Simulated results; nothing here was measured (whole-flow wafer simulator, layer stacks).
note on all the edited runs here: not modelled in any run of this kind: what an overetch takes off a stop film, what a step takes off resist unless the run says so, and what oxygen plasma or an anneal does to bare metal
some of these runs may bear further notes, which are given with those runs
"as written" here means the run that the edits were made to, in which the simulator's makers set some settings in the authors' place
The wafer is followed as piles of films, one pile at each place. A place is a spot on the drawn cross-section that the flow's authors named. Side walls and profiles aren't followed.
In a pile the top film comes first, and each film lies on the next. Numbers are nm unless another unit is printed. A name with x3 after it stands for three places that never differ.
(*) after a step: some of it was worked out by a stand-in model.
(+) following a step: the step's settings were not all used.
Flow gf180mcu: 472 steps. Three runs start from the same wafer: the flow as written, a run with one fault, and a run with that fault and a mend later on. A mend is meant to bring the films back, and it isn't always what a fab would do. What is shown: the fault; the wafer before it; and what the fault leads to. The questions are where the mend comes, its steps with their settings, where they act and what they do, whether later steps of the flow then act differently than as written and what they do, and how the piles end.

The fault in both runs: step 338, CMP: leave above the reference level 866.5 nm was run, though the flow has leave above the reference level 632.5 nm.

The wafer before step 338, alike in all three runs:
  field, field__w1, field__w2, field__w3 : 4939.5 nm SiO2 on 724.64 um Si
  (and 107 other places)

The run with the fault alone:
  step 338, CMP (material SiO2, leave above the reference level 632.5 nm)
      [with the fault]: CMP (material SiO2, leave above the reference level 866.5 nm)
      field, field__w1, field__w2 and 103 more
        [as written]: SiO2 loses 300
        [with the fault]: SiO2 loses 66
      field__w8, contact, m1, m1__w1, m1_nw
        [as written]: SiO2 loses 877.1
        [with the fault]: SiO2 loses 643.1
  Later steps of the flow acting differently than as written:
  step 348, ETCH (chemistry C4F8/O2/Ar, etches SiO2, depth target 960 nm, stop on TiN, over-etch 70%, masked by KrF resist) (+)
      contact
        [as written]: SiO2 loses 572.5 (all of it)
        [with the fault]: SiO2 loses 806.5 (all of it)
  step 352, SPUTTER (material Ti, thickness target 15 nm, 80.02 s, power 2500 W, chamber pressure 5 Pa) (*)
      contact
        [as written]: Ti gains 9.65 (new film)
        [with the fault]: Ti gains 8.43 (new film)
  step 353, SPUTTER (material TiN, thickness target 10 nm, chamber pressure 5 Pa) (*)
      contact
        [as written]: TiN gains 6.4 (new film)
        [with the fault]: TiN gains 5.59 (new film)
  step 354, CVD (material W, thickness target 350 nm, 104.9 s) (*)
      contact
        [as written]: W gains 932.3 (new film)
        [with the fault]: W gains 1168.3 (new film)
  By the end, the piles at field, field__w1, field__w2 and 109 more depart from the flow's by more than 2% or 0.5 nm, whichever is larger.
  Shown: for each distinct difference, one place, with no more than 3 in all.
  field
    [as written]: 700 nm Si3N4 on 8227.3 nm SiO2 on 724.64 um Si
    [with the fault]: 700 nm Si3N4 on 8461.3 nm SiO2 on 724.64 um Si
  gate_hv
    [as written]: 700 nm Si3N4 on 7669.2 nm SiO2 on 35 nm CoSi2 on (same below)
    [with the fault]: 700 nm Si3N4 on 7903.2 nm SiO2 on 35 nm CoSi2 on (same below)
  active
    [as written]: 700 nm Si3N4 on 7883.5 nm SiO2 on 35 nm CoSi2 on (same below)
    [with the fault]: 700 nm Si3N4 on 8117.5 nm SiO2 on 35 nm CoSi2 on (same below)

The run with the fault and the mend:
  After step 346 comes the mend.
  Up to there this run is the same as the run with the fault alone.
  step 346a, STRIP (chemistry O2/N2, power 2160 W, pressure 1700 mTorr) (*)
      field, field__w1, field__w2 and 107 more
        KrF resist loses 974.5 (all of it), anti-reflective coat loses 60 (all of it)
      contact
        anti-reflective coat loses 60 (all of it)
  step 346b, CMP (material SiO2, leave above the reference level 632.5 nm) (the flow's step 338 again)
      field, field__w1, field__w2 and 108 more
        SiO2 loses 234
  step 346c, HMDS (120 C, 60 s) (the flow's step 340 again)
      leaves every film unchanged at each place that is followed
  step 346d, COAT (anti-reflective coat, thickness 60 nm, 182 C, 71 s) (the flow's step 341 again)
      field, field__w1, field__w2 and 108 more
        anti-reflective coat gains 60 (new film)
  step 346e, COAT (KrF resist, thickness 1000 nm) (the flow's step 342 again)
      field, field__w1, field__w2 and 108 more
        KrF resist gains 1000 (new film)
  step 346f, SOFTBAKE (KrF resist) (the flow's step 343 again)
      leaves every film unchanged at each place that is followed
  step 346g, EXPOSE (photomask Via3) (the flow's step 344 again)
      leaves every film unchanged at each place that is followed
  step 346h, PEB (KrF resist, 135 C, 90 s) (the flow's step 345 again)
      field, field__w1, field__w2 and 108 more
        KrF resist loses 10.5
  step 346i, DEVELOP (KrF resist, thickness 1000 nm, 60 s) (the flow's step 346 again)
      field, field__w1, field__w2 and 107 more
        KrF resist loses 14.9
      contact
        KrF resist loses 989.5 (all of it)
  Later steps of the flow that are run all act as written at every place that is followed.
  By the end, the piles equal the flow's at every place that both follow.
